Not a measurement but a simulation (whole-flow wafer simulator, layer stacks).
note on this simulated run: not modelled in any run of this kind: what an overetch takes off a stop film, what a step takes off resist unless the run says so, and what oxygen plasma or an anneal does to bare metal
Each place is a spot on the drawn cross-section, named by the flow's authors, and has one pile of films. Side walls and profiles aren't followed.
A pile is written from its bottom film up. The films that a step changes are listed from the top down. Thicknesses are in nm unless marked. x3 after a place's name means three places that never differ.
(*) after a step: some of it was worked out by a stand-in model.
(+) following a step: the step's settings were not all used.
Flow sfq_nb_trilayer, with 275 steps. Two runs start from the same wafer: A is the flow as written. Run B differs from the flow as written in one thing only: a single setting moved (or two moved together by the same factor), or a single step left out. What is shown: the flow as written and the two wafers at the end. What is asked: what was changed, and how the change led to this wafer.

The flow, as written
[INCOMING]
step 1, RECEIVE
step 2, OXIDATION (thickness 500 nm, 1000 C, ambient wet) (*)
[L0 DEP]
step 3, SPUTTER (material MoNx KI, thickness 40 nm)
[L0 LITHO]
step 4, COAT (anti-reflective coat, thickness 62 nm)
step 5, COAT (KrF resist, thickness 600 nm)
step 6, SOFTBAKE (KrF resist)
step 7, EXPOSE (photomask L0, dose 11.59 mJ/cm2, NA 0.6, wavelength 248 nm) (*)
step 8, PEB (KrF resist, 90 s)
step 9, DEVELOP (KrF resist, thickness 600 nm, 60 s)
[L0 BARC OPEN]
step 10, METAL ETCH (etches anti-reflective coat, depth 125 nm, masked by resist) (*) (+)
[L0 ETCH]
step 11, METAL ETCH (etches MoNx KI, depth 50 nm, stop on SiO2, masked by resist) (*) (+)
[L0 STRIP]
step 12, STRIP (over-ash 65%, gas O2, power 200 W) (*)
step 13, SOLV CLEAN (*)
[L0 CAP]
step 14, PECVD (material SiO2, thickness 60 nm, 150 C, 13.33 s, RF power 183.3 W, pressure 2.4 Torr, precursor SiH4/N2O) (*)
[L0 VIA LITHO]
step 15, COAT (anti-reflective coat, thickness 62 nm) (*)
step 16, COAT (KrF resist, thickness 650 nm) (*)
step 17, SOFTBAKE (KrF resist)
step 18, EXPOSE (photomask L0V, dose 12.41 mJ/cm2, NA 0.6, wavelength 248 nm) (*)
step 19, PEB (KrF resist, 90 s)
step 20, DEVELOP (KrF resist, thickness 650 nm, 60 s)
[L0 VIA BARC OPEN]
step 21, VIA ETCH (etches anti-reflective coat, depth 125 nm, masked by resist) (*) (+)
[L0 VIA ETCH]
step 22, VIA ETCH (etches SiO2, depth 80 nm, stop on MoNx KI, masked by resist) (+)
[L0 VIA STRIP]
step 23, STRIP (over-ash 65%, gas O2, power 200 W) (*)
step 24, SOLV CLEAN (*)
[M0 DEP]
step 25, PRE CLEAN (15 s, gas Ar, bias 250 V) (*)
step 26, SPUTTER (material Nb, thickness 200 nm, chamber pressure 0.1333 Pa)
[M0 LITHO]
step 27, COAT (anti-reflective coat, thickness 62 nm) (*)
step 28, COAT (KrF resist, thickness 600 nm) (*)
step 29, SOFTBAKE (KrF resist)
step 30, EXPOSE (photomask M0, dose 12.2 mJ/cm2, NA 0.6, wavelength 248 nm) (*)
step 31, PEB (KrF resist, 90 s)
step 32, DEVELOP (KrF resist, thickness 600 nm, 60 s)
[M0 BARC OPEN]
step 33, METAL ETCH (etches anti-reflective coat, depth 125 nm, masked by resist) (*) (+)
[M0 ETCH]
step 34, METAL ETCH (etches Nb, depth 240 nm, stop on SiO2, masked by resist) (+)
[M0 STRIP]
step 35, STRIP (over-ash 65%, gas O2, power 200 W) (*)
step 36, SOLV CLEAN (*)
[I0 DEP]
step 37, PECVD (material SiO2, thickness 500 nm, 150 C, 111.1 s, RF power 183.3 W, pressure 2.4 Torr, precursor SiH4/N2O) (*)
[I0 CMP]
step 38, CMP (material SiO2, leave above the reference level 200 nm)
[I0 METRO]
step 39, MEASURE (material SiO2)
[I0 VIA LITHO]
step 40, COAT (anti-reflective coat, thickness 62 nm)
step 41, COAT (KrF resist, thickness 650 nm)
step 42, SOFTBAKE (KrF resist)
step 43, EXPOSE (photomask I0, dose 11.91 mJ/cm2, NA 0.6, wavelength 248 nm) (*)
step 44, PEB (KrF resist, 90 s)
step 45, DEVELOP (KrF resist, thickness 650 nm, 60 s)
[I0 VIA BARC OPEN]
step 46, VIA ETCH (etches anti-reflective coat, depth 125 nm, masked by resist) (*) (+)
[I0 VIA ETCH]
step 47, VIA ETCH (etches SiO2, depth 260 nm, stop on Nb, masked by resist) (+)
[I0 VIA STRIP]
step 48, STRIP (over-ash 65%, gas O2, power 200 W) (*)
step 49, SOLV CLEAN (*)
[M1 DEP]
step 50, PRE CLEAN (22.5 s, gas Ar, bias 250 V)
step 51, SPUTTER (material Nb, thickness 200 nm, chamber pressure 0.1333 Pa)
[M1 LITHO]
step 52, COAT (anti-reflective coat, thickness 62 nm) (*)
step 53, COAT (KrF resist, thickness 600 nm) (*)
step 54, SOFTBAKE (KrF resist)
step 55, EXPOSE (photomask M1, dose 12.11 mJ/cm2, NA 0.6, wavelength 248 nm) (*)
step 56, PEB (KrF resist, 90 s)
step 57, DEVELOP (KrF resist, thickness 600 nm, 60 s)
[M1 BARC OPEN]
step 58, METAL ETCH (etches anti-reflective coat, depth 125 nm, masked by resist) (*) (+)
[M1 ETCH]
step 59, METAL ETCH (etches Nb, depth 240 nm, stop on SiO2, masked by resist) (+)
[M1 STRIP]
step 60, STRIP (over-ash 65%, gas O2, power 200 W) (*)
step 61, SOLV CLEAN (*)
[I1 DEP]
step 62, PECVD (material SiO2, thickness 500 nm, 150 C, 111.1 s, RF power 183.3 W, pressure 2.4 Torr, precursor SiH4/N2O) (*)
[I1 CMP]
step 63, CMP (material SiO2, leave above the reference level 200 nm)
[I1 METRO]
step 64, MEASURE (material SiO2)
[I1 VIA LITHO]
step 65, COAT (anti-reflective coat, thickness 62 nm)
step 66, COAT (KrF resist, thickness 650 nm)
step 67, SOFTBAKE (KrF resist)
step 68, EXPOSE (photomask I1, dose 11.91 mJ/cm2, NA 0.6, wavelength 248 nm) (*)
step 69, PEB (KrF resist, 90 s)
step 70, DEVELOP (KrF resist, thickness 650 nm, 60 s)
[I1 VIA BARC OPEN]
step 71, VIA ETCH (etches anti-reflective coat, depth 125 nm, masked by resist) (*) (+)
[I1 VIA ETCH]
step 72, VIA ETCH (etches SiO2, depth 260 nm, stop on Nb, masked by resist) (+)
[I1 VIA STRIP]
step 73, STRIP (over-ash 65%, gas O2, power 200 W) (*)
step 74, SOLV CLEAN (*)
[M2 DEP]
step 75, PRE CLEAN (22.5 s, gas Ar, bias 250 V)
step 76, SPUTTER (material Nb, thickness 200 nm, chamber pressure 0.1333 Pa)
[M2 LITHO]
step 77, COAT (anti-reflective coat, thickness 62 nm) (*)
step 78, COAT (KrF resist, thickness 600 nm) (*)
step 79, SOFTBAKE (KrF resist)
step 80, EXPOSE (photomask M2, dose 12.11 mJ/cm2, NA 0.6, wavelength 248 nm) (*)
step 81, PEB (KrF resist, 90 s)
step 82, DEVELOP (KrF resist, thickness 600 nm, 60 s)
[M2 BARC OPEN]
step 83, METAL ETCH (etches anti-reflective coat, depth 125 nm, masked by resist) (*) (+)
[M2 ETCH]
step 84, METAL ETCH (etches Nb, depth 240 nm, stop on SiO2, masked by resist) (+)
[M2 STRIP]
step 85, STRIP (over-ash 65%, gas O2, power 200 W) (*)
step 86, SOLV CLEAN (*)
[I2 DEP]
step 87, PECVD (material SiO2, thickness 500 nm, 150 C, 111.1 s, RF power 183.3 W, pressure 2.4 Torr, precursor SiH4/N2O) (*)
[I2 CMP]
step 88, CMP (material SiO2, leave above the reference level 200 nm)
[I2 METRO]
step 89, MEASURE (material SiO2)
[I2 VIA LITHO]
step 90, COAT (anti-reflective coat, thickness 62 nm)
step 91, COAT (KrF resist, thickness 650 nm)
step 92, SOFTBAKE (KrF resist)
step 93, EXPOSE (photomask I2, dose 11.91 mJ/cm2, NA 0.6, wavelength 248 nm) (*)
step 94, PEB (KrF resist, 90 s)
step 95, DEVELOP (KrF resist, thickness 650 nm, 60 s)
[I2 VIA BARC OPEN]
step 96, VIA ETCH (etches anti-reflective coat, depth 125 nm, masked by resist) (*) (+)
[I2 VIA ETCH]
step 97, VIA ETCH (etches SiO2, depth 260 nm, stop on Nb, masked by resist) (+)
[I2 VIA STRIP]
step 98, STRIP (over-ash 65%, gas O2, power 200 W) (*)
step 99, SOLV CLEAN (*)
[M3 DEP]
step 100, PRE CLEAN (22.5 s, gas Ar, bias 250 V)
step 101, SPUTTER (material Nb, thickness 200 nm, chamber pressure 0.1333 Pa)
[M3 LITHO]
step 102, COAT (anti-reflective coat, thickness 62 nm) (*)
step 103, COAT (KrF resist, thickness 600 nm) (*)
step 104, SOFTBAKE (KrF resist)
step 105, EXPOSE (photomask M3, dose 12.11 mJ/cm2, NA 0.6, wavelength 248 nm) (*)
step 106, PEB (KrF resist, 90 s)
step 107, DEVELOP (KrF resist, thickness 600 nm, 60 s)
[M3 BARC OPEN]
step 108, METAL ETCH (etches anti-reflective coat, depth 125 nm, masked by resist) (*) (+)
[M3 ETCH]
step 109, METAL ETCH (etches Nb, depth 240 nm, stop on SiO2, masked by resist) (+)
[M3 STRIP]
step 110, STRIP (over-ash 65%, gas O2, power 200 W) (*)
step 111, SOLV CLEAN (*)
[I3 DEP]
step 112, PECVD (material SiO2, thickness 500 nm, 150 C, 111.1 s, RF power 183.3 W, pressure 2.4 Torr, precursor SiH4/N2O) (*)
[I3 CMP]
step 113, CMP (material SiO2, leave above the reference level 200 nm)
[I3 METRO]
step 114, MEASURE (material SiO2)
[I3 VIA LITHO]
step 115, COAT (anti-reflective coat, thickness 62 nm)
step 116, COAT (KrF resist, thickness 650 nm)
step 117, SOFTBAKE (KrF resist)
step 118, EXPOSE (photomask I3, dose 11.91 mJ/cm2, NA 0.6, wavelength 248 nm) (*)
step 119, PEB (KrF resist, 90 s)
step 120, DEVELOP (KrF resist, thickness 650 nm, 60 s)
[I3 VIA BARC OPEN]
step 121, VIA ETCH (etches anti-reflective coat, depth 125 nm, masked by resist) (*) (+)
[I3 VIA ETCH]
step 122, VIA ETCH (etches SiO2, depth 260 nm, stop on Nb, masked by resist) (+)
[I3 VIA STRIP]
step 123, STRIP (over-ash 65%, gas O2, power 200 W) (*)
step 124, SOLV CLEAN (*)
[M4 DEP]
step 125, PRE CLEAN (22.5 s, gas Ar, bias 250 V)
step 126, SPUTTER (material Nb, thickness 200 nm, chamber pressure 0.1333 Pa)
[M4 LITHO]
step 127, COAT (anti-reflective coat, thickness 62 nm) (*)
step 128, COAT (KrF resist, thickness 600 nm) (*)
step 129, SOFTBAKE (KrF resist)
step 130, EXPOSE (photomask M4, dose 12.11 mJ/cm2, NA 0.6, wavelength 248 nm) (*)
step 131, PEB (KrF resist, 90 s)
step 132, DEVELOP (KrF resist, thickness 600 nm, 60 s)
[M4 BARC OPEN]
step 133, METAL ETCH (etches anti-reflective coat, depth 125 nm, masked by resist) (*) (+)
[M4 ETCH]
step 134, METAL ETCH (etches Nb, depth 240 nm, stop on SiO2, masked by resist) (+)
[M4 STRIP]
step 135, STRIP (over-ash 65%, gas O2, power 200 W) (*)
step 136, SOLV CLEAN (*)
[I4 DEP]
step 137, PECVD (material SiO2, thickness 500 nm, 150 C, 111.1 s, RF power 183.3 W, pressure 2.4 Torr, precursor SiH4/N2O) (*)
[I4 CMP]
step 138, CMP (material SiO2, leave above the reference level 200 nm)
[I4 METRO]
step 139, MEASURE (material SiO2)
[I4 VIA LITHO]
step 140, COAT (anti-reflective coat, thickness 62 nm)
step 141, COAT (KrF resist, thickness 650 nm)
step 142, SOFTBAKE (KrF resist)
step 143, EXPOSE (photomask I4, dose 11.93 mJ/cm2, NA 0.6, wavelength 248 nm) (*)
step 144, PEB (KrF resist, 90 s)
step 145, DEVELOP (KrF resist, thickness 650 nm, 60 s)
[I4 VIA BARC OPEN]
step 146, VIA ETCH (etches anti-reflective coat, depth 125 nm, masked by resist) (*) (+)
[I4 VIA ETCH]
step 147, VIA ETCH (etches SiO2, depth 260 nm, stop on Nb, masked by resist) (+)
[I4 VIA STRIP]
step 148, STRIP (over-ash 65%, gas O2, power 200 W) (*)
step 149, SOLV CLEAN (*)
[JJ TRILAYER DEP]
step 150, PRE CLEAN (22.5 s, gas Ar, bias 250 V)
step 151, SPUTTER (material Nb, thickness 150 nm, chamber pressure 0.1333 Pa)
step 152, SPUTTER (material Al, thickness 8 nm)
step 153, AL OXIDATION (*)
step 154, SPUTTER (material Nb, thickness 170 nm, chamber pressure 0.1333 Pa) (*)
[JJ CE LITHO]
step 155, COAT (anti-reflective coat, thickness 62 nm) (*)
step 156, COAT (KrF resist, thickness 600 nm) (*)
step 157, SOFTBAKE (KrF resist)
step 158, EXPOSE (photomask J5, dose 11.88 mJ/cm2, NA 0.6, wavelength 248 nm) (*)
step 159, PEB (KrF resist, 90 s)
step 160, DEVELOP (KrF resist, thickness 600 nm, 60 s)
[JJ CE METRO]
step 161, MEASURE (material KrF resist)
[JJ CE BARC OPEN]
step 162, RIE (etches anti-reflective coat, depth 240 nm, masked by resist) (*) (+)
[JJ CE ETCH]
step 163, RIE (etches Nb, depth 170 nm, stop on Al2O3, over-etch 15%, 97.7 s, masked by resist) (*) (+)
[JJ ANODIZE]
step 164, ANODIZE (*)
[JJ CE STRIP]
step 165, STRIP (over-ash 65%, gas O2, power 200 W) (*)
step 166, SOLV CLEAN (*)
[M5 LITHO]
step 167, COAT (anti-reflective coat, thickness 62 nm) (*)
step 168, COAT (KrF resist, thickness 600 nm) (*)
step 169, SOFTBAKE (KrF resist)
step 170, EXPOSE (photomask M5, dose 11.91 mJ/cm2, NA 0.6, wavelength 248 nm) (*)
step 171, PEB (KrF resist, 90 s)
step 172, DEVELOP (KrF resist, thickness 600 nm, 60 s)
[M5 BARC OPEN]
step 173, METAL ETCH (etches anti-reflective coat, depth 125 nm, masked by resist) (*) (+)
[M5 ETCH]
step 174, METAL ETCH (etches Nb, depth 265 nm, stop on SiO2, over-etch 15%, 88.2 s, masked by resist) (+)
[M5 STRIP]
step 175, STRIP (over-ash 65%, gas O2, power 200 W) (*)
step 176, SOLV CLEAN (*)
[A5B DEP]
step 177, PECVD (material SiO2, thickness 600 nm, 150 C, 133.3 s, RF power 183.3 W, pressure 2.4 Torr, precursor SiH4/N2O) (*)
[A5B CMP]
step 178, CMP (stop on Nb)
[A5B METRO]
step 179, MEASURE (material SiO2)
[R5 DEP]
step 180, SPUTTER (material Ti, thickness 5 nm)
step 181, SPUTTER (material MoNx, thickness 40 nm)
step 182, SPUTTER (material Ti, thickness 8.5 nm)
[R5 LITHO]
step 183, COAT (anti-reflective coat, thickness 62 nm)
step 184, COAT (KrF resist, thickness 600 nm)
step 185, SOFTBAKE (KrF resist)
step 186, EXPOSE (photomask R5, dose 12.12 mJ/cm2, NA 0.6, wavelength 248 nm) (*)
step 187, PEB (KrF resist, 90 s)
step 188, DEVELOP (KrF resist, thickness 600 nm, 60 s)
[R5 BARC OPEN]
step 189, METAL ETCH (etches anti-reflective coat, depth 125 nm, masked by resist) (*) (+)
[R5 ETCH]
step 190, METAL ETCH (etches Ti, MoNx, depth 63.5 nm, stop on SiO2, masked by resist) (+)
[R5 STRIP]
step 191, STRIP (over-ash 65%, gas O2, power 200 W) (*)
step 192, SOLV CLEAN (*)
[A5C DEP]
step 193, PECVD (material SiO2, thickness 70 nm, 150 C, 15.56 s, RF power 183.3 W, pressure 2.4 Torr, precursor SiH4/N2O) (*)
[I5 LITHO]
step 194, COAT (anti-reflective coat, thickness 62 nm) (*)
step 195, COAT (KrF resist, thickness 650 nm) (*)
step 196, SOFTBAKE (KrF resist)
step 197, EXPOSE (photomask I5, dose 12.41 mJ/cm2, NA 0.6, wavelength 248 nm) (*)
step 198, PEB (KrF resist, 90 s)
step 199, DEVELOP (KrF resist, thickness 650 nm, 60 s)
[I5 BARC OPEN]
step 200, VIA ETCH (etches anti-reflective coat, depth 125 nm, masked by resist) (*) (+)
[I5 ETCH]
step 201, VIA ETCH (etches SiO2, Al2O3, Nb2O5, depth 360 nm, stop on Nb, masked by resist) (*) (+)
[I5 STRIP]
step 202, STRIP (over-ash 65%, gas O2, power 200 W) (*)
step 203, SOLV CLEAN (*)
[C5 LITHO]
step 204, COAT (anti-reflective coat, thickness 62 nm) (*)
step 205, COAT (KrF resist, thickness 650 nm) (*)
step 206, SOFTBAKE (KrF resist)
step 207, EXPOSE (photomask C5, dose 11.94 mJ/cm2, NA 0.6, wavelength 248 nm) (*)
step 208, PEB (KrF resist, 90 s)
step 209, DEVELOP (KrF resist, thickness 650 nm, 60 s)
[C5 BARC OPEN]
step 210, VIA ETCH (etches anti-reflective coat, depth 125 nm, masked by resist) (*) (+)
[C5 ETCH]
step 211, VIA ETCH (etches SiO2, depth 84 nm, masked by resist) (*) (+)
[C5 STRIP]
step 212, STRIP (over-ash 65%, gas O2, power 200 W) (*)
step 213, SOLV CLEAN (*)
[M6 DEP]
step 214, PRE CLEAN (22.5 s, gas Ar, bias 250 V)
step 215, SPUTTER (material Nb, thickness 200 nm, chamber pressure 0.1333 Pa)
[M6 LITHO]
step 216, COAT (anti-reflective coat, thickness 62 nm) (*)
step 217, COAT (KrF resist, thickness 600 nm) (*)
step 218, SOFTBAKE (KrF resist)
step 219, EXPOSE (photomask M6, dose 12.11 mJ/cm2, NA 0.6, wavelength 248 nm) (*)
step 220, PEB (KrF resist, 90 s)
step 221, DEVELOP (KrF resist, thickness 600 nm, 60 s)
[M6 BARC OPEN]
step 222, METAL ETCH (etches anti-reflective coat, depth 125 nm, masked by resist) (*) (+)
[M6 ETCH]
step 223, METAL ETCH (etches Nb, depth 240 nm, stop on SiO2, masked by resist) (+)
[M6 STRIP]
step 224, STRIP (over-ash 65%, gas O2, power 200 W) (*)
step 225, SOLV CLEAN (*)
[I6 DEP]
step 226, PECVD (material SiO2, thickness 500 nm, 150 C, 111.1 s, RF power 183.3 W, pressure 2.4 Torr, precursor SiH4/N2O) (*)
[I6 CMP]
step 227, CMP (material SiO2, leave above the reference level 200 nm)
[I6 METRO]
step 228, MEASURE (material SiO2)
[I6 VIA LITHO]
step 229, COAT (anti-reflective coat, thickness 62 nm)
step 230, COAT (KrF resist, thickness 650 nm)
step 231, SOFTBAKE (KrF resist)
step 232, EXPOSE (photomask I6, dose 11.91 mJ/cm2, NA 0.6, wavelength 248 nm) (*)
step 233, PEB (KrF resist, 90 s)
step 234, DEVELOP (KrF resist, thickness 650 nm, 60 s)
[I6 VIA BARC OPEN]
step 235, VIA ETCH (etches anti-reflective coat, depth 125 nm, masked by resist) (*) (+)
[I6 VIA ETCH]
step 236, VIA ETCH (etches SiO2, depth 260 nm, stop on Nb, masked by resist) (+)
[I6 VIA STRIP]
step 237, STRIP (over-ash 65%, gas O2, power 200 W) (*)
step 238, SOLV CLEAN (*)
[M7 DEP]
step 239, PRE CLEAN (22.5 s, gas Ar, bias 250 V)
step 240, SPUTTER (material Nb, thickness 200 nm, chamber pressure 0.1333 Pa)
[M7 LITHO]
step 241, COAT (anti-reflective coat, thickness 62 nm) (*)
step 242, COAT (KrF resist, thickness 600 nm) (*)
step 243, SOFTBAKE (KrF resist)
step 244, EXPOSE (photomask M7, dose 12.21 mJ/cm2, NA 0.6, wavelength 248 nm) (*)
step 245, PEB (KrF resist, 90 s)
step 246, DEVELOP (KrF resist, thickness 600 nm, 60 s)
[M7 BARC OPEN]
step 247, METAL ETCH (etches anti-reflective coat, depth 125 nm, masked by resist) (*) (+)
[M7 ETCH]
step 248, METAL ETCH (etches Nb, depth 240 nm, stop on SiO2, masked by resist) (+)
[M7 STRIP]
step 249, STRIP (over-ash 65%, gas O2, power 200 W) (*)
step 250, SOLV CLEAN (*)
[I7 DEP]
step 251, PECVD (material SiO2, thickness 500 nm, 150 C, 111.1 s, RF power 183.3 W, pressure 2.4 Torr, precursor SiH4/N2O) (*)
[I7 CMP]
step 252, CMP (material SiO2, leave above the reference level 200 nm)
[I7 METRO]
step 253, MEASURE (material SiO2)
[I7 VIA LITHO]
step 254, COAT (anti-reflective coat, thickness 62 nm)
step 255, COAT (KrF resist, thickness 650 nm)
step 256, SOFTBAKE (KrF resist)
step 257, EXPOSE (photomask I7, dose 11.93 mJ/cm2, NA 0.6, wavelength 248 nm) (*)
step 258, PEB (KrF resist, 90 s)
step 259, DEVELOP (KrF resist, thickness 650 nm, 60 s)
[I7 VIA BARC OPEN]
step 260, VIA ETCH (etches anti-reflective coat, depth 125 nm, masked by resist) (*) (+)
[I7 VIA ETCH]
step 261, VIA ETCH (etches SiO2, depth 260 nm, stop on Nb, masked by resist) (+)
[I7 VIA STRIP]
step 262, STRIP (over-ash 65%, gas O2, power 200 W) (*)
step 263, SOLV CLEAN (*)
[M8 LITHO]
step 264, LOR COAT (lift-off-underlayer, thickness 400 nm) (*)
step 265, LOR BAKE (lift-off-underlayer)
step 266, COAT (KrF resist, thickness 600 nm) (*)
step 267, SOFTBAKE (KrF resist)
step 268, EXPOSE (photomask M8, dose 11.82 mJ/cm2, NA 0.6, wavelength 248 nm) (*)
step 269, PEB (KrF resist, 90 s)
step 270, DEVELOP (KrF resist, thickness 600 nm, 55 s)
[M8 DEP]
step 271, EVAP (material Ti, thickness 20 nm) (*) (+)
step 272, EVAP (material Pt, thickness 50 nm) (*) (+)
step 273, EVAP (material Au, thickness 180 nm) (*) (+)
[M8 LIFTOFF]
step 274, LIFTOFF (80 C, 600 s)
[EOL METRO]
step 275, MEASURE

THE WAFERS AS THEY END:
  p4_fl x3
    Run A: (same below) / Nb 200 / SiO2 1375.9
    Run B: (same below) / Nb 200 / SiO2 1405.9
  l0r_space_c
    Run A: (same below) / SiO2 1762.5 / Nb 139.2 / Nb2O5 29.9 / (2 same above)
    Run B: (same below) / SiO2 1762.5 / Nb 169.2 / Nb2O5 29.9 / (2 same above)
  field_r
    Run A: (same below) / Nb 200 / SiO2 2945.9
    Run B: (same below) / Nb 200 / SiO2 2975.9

Cause: step 151, SPUTTER: thickness 180 nm was run, whereas the flow has thickness 150 nm.

The path from the change to this, step by step:
  step 151, SPUTTER (material Nb, thickness 150 nm, chamber pressure 0.1333 Pa)
      field_l, v_sur, via_sp and 100 more: A Nb gains 150 (new film) | B Nb gains 180 (new film)
      via_wl, via_w, via_wr: A Nb gains 130.4 | B Nb gains 156.7
  step 155, COAT (anti-reflective coat, thickness 62 nm) (*)
      via_wl, via_wr: A anti-reflective coat gains 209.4 (new film) | B anti-reflective coat gains 218.1 (new film)
      via_w: A anti-reflective coat gains 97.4 (new film) | B anti-reflective coat gains 100 (new film)
  step 162, RIE (etches anti-reflective coat, depth 240 nm, masked by resist) (*) (+)
      ce_l, c5j, ce_r, wl_jj: A KrF resist loses 209.4 | B KrF resist loses 218.1
      via_wl, via_wr: A anti-reflective coat loses 209.4 (all of it) | B anti-reflective coat loses 218.1 (all of it)
      (and at 1 other place as well)
  step 165, STRIP (over-ash 65%, gas O2, power 200 W) (*)
      c5j, ce_r: A KrF resist loses 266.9 (all of it), anti-reflective coat loses 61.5 (all of it) | B KrF resist loses 258.2 (all of it), anti-reflective coat loses 61.5 (all of it)
      ce_l: A KrF resist loses 266.8 (all of it), anti-reflective coat loses 61.4 (all of it) | B KrF resist loses 258.1 (all of it), anti-reflective coat loses 61.4 (all of it)
      (and at 1 other place as well)
  step 167, COAT (anti-reflective coat, thickness 62 nm) (*)
      via_wl: A anti-reflective coat gains 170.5 (new film) | B anti-reflective coat gains 175.4 (new film)
      via_wr: A anti-reflective coat gains 170.6 (new film) | B anti-reflective coat gains 175.4 (new film)
      (and at 1 other place as well)
  step 174, METAL ETCH (etches Nb, depth 265 nm, stop on SiO2, over-etch 15%, 88.2 s, masked by resist) (+)
      field_l, r_sur, res and 49 more: A Al2O3 loses 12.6 (all of it), Nb2O5 loses 29.9 (all of it), Nb loses 139.2 (all of it), SiO2 loses 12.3 | B Al2O3 loses 12.6 (all of it), Nb2O5 loses 29.9 (all of it), Nb loses 169.2 (all of it), SiO2 loses 9.29
      wl_a_sl: A Al2O3 loses 12.6 (all of it), Nb2O5 loses 29.9 (all of it), Nb loses 139.2 (all of it), SiO2 loses 12.3 | B Al2O3 loses 12.6 (all of it), Nb2O5 loses 29.9 (all of it), Nb loses 169.2 (all of it), SiO2 loses 9.3
  step 175, STRIP (over-ash 65%, gas O2, power 200 W) (*)
      via_wl: A KrF resist loses 427 (all of it), anti-reflective coat loses 170.5 (all of it) | B KrF resist loses 425.5 (all of it), anti-reflective coat loses 175.4 (all of it)
      via_wr: A KrF resist loses 427.6 (all of it), anti-reflective coat loses 170.6 (all of it) | B KrF resist loses 426 (all of it), anti-reflective coat loses 175.4 (all of it)
      (and at 1 other place as well)
  step 178, CMP (stop on Nb)
      field_l, p4_fl x3, p4_w1 x9 and 29 more: A SiO2 loses 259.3 | B SiO2 loses 232.3
      r_sur, res, r_end, moat, field_r, lsp_l: A SiO2 loses 252.3 | B SiO2 loses 224.3
      (and at 5 other places as well)
